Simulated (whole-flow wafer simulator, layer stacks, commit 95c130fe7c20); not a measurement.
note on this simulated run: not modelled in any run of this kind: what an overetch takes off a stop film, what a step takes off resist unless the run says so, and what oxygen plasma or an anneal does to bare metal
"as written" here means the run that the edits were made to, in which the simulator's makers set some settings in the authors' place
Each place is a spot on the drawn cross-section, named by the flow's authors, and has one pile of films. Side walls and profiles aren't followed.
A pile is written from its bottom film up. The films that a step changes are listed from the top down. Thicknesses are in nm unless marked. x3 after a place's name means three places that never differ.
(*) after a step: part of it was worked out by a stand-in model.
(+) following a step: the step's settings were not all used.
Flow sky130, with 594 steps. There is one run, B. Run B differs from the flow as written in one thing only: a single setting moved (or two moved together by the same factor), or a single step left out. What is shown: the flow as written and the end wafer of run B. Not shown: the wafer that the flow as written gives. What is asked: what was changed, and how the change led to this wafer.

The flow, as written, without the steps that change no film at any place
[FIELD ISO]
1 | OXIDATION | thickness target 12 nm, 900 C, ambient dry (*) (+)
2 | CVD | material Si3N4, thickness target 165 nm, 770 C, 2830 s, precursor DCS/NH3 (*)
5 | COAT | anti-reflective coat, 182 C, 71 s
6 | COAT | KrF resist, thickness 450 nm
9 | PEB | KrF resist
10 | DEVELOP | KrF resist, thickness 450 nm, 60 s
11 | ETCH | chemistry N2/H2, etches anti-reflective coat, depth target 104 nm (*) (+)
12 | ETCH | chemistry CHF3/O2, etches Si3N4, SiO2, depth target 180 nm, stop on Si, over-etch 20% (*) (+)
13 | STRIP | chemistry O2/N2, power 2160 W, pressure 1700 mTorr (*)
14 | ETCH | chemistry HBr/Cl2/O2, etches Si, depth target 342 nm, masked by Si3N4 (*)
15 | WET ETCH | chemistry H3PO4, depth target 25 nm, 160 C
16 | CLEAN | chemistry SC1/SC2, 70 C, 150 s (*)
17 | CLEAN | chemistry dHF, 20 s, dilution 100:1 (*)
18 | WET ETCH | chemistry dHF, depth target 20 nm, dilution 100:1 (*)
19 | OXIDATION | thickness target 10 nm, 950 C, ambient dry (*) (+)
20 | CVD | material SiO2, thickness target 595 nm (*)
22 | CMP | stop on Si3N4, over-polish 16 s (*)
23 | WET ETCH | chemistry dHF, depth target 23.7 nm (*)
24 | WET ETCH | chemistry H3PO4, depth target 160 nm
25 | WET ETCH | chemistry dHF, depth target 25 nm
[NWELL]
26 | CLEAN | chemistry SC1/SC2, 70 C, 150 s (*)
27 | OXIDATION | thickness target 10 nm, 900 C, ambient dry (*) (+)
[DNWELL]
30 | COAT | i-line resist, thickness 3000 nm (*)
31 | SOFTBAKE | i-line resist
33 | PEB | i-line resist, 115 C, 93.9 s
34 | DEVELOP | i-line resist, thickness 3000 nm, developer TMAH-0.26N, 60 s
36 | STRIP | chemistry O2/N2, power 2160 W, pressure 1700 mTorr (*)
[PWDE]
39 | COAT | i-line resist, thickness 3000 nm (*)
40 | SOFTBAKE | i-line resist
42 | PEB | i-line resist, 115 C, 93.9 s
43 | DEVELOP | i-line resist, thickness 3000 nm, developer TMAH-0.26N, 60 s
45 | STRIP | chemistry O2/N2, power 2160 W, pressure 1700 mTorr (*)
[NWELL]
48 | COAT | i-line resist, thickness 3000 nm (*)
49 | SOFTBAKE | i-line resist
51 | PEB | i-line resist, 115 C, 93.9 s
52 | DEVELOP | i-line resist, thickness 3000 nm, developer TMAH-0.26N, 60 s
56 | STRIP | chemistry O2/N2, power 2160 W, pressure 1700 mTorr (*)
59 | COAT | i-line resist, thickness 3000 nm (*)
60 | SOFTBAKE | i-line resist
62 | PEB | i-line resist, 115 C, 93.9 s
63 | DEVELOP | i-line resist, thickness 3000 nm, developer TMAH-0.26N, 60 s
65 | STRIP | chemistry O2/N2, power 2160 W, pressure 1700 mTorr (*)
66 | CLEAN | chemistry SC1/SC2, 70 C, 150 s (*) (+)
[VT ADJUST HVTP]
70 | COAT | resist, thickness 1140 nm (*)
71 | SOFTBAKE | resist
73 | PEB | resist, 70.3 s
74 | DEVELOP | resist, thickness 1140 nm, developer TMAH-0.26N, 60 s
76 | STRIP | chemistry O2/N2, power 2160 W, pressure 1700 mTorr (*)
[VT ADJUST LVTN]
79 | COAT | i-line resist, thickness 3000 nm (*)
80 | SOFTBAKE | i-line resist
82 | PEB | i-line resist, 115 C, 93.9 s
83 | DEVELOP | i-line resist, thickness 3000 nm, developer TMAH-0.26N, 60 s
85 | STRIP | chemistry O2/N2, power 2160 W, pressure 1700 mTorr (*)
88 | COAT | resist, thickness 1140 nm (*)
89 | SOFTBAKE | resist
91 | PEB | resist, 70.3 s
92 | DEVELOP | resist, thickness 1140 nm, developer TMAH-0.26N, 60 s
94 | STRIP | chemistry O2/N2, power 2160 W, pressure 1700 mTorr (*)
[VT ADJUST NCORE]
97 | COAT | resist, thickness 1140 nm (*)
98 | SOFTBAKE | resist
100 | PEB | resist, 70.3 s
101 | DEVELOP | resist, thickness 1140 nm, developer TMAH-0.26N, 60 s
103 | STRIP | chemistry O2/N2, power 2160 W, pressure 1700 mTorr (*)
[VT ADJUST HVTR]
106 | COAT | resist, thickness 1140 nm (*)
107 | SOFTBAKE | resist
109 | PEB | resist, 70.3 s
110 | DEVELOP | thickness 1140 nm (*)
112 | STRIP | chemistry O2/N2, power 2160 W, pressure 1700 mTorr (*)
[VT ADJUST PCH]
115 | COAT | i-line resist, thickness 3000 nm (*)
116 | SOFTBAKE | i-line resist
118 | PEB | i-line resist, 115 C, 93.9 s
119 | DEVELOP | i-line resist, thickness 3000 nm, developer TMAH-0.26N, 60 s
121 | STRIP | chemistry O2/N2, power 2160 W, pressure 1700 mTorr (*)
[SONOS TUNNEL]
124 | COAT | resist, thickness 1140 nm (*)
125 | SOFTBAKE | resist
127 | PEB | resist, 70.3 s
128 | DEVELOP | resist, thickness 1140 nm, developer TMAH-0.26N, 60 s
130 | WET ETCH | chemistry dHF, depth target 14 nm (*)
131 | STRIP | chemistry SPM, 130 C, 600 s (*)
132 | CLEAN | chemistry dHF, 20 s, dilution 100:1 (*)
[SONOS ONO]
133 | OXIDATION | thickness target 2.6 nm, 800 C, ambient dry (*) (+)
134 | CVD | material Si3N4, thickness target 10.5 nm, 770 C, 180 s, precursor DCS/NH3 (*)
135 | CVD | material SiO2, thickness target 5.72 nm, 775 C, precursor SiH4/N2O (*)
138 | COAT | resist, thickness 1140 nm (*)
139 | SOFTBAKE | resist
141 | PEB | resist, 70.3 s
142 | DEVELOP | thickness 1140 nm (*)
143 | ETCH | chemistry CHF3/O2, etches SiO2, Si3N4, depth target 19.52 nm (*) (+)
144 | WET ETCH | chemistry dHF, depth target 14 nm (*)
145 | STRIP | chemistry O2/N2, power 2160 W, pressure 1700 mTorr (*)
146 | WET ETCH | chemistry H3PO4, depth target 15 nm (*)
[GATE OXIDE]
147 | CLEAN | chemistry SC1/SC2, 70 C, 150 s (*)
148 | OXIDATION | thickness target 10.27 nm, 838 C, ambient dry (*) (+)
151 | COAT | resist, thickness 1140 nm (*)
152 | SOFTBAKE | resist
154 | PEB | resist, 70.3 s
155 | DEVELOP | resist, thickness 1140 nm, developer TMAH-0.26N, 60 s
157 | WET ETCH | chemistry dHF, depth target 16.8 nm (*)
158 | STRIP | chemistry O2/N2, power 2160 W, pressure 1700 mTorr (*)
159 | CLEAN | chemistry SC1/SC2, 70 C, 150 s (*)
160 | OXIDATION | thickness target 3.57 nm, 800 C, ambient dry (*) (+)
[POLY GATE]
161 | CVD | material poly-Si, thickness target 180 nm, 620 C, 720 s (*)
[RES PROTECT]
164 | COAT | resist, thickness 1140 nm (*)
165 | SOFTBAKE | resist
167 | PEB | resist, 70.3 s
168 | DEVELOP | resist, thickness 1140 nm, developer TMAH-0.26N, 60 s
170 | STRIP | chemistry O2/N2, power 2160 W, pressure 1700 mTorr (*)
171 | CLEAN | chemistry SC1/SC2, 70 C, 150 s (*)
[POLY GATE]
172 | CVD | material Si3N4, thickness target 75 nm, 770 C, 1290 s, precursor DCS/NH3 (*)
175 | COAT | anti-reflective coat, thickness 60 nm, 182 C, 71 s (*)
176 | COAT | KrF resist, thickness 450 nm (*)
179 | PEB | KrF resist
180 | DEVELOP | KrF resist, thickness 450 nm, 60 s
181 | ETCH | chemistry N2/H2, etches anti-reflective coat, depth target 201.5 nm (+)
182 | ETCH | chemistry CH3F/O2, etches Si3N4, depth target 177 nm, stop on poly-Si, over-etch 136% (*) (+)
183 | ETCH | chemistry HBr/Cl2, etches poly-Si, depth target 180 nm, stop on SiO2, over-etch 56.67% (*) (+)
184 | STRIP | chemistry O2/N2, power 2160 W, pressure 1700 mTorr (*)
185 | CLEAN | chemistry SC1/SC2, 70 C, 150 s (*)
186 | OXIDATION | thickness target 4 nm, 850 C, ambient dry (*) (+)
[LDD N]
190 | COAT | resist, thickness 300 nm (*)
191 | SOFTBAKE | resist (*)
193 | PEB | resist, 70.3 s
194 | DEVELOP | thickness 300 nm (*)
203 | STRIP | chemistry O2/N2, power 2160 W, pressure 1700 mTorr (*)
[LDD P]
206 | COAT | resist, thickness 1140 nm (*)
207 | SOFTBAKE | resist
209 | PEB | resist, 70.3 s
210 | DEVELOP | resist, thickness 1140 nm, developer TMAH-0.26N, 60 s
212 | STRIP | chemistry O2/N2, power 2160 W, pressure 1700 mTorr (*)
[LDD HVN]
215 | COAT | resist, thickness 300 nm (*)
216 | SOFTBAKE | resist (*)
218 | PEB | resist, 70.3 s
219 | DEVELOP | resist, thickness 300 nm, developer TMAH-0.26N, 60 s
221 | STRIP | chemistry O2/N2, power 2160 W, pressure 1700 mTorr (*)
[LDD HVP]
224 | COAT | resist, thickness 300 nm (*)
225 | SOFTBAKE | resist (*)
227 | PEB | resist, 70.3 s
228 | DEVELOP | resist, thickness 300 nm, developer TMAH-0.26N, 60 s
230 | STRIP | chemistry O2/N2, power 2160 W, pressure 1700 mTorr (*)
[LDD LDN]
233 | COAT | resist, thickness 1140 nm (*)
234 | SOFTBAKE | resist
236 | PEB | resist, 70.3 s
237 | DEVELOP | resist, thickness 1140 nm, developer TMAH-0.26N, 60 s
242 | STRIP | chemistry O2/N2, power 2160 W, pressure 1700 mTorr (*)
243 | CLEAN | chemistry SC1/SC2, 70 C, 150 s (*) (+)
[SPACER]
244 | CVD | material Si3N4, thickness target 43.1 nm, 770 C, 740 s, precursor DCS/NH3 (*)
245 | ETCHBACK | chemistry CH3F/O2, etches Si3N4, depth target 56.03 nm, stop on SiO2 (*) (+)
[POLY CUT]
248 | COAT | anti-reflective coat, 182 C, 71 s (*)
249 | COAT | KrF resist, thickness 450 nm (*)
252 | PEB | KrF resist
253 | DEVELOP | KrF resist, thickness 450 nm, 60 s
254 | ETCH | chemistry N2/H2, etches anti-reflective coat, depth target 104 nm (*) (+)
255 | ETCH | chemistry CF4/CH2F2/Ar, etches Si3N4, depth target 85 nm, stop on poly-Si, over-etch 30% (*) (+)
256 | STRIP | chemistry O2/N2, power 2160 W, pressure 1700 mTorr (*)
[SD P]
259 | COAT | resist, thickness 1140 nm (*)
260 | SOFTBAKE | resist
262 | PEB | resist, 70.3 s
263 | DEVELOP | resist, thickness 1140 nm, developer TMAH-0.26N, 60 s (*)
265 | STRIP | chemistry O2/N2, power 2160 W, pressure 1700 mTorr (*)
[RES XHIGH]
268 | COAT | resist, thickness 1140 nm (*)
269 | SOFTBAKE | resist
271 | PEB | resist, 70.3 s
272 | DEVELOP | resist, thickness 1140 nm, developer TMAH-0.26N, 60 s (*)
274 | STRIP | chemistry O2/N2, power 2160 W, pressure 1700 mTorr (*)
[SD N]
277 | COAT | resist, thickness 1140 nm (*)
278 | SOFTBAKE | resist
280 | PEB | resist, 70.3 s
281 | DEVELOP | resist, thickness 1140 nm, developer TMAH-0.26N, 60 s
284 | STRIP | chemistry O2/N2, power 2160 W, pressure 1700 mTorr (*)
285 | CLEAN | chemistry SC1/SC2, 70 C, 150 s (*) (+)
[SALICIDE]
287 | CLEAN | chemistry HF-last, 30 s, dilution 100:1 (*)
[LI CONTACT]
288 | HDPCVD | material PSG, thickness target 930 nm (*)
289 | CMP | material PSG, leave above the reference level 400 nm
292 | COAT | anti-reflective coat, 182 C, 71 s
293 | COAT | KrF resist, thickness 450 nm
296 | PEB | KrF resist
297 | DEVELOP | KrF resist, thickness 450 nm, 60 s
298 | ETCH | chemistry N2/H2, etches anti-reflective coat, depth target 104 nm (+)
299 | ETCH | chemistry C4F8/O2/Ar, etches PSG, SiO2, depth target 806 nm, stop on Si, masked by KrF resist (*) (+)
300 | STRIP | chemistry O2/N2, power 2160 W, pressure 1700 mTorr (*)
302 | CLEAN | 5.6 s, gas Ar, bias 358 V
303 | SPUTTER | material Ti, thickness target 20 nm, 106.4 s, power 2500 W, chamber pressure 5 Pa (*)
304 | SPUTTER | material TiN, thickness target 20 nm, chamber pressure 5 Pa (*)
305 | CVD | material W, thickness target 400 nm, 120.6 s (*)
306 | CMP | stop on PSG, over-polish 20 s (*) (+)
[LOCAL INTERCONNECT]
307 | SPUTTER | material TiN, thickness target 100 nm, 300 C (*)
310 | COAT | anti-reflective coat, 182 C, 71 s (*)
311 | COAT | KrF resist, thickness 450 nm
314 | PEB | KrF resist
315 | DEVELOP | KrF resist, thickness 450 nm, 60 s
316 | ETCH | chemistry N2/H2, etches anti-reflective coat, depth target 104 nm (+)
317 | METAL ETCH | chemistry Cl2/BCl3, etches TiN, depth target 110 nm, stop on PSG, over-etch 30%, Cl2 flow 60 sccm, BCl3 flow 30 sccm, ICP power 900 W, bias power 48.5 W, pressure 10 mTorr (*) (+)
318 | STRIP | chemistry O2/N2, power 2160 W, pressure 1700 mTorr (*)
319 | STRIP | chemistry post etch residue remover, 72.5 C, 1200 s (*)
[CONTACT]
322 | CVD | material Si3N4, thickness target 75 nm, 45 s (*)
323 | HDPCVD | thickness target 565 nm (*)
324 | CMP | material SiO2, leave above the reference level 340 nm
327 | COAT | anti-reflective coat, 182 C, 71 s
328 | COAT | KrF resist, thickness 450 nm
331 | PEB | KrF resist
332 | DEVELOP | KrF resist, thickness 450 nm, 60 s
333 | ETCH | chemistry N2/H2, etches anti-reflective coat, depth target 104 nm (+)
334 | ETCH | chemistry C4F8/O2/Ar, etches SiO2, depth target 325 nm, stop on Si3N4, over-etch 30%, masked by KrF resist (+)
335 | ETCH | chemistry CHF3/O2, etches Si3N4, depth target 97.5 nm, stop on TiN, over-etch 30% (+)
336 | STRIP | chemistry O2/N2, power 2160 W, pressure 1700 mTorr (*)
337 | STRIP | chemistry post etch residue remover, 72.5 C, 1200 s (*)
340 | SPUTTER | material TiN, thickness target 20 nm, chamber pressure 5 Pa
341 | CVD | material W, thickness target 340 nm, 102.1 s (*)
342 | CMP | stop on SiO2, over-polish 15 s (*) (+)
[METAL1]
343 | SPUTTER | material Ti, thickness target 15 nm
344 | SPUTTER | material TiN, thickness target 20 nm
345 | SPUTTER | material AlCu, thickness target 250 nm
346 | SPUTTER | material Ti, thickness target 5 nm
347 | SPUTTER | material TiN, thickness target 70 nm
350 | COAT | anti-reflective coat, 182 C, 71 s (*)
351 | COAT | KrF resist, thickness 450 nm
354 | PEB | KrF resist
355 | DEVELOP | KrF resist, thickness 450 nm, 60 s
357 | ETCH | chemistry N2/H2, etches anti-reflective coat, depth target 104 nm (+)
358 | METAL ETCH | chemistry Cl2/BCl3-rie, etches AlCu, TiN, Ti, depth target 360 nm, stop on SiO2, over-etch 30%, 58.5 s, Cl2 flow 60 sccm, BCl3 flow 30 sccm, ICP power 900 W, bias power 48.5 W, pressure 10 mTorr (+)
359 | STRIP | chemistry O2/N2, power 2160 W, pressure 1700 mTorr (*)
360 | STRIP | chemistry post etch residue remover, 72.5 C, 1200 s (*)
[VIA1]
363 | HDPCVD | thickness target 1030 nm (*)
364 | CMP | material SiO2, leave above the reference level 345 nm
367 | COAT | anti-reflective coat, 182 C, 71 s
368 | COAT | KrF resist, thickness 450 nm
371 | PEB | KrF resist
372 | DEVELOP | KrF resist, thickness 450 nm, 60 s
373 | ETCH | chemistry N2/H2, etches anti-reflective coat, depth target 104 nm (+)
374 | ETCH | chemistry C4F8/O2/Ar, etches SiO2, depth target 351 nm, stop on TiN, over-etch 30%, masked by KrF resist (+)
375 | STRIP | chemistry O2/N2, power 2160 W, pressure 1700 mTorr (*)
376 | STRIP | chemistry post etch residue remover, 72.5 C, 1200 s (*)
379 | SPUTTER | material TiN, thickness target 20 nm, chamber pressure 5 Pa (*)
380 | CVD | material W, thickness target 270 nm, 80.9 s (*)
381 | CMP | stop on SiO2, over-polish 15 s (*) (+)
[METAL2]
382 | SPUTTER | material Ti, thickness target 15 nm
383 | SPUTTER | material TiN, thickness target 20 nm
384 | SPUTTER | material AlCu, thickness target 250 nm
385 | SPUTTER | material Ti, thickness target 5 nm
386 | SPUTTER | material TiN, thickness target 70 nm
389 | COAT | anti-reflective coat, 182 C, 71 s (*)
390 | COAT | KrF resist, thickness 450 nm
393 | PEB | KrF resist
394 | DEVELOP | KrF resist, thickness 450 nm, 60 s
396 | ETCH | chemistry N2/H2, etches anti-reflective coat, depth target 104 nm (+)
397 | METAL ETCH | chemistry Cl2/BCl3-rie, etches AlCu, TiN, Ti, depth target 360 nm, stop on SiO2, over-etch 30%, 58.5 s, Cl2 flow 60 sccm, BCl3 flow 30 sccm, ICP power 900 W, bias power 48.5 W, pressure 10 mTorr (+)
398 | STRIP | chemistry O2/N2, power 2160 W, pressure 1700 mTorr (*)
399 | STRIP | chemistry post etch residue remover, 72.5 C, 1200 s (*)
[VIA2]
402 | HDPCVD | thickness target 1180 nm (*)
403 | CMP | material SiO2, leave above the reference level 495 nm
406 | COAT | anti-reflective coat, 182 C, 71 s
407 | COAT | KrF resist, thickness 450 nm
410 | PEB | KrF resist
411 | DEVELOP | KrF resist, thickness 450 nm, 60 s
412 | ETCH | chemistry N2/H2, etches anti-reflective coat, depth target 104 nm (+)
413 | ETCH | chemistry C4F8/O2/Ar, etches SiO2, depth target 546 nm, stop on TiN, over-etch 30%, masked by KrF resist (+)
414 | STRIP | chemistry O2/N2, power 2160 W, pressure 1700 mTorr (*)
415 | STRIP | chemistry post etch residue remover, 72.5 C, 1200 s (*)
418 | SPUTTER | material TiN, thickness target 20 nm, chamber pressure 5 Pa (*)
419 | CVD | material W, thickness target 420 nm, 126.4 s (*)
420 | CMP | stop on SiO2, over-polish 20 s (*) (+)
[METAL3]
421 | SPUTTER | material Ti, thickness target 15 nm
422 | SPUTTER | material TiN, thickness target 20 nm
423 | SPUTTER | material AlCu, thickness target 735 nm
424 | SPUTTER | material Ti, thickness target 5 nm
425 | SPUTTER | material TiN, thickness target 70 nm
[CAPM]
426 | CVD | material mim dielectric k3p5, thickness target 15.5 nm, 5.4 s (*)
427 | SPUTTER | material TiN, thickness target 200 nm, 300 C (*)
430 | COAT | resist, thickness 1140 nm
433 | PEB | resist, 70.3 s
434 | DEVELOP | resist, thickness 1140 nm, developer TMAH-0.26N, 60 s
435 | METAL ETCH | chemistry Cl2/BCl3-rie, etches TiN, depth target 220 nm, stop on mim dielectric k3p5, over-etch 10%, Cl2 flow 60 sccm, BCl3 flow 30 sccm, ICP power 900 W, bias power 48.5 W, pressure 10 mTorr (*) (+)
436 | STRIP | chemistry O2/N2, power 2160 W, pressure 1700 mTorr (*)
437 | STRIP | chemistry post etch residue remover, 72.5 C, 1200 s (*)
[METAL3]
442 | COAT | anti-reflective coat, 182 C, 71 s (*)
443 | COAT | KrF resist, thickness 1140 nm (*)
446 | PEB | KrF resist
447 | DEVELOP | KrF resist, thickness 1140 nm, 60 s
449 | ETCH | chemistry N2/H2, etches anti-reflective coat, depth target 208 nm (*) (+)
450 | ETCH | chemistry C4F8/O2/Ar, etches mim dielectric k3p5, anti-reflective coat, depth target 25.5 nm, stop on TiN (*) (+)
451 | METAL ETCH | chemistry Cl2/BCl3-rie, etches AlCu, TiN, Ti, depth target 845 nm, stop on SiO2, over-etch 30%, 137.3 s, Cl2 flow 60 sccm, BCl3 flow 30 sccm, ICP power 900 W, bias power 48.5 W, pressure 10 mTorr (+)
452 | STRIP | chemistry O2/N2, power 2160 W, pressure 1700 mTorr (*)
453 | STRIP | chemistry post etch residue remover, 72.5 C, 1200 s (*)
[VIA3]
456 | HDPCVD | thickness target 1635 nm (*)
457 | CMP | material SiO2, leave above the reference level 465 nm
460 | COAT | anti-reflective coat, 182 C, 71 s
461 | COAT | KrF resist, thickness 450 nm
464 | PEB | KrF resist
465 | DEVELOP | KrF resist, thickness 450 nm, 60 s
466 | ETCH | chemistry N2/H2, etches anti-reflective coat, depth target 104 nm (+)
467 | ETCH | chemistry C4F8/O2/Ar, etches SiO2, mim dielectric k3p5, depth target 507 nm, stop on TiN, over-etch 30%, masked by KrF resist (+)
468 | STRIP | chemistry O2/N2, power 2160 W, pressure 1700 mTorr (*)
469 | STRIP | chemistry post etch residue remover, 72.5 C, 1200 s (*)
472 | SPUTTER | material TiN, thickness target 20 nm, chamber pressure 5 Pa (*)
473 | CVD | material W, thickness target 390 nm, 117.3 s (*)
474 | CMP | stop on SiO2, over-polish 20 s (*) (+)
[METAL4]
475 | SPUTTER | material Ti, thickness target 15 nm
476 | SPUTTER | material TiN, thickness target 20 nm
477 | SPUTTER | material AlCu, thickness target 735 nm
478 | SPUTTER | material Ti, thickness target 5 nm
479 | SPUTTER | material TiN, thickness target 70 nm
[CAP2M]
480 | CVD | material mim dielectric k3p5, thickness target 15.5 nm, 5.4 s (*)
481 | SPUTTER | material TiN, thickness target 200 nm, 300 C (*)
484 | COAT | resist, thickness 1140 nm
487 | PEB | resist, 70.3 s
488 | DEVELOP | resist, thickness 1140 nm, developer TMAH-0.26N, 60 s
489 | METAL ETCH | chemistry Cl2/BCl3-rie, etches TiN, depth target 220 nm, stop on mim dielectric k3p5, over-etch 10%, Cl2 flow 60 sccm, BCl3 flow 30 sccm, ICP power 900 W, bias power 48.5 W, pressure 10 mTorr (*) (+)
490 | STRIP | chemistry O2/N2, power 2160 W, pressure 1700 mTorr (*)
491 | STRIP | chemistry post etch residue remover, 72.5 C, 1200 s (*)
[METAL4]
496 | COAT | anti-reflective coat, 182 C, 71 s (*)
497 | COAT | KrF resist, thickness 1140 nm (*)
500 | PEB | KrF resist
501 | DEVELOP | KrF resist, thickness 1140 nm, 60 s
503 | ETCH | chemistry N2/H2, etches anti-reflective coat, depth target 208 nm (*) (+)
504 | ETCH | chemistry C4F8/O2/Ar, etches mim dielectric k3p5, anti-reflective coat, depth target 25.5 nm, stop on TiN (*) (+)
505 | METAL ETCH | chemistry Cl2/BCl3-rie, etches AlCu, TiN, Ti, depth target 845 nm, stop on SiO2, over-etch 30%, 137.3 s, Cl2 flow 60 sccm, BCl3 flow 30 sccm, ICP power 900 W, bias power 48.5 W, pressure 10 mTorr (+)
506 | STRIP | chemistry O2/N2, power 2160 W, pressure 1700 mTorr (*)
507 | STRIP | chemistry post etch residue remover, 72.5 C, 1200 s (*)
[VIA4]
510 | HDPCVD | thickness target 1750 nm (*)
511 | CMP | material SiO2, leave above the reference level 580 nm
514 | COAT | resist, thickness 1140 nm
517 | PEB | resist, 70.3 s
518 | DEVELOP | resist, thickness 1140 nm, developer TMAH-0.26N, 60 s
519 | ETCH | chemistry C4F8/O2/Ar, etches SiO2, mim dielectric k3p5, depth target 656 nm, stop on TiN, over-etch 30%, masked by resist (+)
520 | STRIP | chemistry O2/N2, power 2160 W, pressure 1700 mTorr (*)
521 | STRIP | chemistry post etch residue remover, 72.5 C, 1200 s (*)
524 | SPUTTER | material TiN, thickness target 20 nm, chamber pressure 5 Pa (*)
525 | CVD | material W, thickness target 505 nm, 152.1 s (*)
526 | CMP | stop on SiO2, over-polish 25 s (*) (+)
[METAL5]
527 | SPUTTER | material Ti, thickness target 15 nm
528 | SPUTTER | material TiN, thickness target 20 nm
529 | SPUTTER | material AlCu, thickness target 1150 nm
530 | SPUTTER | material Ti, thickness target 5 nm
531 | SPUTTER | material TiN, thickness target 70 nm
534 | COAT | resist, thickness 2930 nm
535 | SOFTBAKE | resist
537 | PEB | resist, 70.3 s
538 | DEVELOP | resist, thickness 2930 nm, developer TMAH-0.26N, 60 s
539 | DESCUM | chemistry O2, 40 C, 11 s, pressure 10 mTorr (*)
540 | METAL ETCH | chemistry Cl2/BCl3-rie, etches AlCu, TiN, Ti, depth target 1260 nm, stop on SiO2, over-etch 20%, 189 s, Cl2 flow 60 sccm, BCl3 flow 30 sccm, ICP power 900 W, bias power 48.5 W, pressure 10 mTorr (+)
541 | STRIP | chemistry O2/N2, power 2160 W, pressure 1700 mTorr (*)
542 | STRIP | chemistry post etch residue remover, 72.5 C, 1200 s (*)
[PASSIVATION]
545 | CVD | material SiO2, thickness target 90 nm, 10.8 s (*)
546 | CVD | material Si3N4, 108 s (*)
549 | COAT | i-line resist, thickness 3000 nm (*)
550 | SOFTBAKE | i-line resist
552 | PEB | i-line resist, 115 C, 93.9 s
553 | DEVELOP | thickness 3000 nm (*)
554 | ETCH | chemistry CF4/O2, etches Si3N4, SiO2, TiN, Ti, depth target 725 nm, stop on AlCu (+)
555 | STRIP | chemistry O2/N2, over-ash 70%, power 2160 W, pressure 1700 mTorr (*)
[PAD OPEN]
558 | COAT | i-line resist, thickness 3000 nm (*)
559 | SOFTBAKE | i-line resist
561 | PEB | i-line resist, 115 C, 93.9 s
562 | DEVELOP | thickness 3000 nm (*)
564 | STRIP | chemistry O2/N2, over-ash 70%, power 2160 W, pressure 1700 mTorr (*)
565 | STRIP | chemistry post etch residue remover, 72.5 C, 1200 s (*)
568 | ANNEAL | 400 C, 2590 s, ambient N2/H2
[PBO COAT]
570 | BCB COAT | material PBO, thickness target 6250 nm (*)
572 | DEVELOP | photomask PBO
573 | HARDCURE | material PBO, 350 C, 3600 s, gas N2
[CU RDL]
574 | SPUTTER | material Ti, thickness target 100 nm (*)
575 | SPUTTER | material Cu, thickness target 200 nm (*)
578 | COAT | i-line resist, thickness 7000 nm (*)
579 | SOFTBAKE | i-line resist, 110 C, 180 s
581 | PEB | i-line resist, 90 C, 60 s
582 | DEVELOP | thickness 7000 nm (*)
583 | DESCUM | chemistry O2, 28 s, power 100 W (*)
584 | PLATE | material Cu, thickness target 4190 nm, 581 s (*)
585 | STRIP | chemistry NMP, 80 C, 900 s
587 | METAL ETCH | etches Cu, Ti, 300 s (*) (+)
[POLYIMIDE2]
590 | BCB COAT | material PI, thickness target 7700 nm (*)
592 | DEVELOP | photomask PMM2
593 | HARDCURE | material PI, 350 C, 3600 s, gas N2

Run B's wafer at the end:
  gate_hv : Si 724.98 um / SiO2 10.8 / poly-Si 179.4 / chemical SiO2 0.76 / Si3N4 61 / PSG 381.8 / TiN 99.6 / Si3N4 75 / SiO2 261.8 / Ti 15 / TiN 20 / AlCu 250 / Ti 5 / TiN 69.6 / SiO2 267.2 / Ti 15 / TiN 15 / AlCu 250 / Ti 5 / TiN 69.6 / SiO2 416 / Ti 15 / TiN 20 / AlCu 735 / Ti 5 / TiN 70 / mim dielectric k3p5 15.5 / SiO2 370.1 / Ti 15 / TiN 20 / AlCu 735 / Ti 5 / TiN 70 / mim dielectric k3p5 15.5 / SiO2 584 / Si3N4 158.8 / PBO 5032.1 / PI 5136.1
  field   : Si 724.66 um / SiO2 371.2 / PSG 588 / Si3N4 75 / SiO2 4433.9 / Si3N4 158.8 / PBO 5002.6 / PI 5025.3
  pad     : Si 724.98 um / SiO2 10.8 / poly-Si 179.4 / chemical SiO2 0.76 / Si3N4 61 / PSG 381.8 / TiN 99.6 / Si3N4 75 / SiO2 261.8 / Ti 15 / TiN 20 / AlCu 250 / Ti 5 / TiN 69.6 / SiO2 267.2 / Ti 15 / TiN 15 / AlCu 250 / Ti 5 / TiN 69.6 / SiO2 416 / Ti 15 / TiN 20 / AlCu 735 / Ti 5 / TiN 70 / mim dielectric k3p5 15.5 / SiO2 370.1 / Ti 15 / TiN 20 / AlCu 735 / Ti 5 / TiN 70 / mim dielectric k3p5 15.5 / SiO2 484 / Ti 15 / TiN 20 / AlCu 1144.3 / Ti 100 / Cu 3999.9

The reason: step 383, SPUTTER: thickness target 15 nm was run, though the flow has thickness target 20 nm.
The wafer lets one read it off: gate_hv has TiN 15, and step 383 as written asks for 20 nm.

Step by step, how the change led to this:
  383 | SPUTTER | material TiN, thickness target 20 nm
      field, active, n_well and 188 more: TiN gains 15 (new film) (in the flow as written it would be: TiN gains 20 (new film))
  397 | METAL ETCH | chemistry Cl2/BCl3-rie, etches AlCu, TiN, Ti, depth target 360 nm, stop on SiO2, over-etch 30%, 58.5 s, Cl2 flow 60 sccm, BCl3 flow 30 sccm, ICP power 900 W, bias power 48.5 W, pressure 10 mTorr (+)
      field, active, gate and 82 more: TiN loses 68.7 (all of it), Ti loses 5 (all of it), AlCu loses 250 (all of it), TiN loses 15 (all of it), Ti loses 15 (all of it), SiO2 loses 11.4 (in the flow as written it would be: TiN loses 68.7 (all of it), Ti loses 5 (all of it), AlCu loses 250 (all of it), TiN loses 20 (all of it), Ti loses 15 (all of it), SiO2 loses 10.9)
